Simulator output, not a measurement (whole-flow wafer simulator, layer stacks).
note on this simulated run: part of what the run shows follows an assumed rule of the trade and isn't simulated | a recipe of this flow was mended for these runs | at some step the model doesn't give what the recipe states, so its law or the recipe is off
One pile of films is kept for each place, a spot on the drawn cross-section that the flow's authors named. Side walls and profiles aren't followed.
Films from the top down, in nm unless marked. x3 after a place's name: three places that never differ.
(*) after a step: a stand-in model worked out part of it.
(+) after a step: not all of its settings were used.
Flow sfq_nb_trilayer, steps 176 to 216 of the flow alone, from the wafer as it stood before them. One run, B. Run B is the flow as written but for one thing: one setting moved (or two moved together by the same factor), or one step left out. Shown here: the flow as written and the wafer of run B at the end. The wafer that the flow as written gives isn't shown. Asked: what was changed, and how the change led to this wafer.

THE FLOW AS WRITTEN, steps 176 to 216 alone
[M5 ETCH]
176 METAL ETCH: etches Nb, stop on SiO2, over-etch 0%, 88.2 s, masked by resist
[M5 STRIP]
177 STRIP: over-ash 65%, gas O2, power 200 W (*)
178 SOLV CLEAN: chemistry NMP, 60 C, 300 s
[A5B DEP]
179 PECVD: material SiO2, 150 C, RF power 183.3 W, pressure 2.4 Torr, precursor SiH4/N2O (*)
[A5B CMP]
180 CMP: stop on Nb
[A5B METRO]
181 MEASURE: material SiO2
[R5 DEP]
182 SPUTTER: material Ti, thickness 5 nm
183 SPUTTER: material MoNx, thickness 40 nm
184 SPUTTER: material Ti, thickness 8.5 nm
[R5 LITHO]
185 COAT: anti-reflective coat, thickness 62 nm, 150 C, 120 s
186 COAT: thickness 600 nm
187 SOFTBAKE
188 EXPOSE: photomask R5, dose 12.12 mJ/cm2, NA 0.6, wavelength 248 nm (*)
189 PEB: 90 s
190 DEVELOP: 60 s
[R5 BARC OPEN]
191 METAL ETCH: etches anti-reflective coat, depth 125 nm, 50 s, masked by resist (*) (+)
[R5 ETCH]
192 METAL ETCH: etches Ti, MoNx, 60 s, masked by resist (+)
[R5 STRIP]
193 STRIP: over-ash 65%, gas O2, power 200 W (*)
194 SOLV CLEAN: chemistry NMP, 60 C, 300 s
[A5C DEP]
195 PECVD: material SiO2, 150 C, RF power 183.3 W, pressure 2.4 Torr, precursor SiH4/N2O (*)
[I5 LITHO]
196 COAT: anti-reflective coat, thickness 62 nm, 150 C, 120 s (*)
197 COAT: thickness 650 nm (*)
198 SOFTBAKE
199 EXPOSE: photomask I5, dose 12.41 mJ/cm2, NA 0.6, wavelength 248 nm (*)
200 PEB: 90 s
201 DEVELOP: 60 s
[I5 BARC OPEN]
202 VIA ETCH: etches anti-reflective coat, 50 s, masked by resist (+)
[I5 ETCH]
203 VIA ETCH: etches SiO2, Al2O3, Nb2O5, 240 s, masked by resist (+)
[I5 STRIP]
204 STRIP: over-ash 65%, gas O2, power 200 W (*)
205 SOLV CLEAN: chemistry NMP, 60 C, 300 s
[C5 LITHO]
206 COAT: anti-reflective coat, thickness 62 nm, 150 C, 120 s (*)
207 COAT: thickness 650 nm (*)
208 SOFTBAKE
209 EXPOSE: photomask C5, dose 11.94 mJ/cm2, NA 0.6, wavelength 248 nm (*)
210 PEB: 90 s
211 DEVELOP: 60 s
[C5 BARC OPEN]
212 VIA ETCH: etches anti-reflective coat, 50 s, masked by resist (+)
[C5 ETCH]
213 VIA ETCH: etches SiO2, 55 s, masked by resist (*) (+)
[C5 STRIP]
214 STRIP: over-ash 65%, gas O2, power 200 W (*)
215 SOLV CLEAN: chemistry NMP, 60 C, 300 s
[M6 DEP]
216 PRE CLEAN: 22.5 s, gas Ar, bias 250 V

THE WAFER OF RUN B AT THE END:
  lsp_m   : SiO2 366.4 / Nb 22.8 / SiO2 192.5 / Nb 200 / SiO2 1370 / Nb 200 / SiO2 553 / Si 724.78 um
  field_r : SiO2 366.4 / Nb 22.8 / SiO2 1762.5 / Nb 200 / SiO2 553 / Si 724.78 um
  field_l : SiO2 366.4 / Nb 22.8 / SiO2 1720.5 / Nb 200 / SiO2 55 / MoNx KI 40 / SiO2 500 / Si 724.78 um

The cause: step 176, METAL ETCH: 52.9 s was run, where the flow has 88.2 s.

How the change led to this, step by step:
  176 METAL ETCH: etches Nb, stop on SiO2, over-etch 0%, 88.2 s, masked by resist
      field_l, res, r_end and 47 more: Al2O3 -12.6 (all of it), Nb2O5 -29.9 (all of it), Nb -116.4 (as written it would be: Al2O3 -12.6 (all of it), Nb2O5 -29.9 (all of it), Nb -139.2 (all of it), SiO2 -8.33)
      wl_a_sl, wl_a_m6: Al2O3 -12.5 (all of it), Nb2O5 -29.9 (all of it), Nb -116.4 (as written it would be: Al2O3 -12.5 (all of it), Nb2O5 -29.9 (all of it), Nb -139.2 (all of it), SiO2 -8.33)
      (and at 54 more places)
  177 STRIP: over-ash 65%, gas O2, power 200 W (*)
      l0r_line_l x3, l0r_space_c x19, m0r_space_l x2 and 6 more: KrF-resist-other-grade -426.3 (all of it), anti-reflective coat -62 (all of it) (as written it would be: KrF-resist-other-grade -373.3 (all of it), anti-reflective coat -62 (all of it))
      v_sur: KrF-resist-other-grade -419.5 (all of it), anti-reflective coat -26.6 (all of it) (as written it would be: KrF-resist-other-grade -366.5 (all of it), anti-reflective coat -26.6 (all of it))
      (and at 22 more places)
  179 PECVD: material SiO2, 150 C, RF power 183.3 W, pressure 2.4 Torr, precursor SiH4/N2O (*)
      field_l, lsp_m, ln_m6 and 44 more: SiO2 +600 (new film) (as written it would be: SiO2 +600)
      r_sur, res, r_end, moat, field_r, lsp_l: SiO2 +600 (new film) (as written it would be: SiO2 +593.1)
  180 CMP: stop on Nb
      field_l, lsp_m, ln_m6 and 44 more: SiO2 -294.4 (as written it would be: SiO2 -263.3)
      r_sur, res, r_end, moat, field_r, lsp_l: SiO2 -294.4 (as written it would be: SiO2 -256.4)
Counting metal films that touch as one body, lsp_m has 3 bodies (between them, from the top down: SiO2 192.5; SiO2 1370); the flow as written gives 2 bodies (between them, from the top down: SiO2 1370).
Counting metal films that touch as one body, field_r has 2 bodies (between them, from the top down: SiO2 1762.5); the flow as written gives 1 body.
Counting metal films that touch as one body, field_l has 3 bodies (between them, from the top down: SiO2 1720.5; SiO2 55); the flow as written gives 2 bodies (between them, from the top down: SiO2 55).
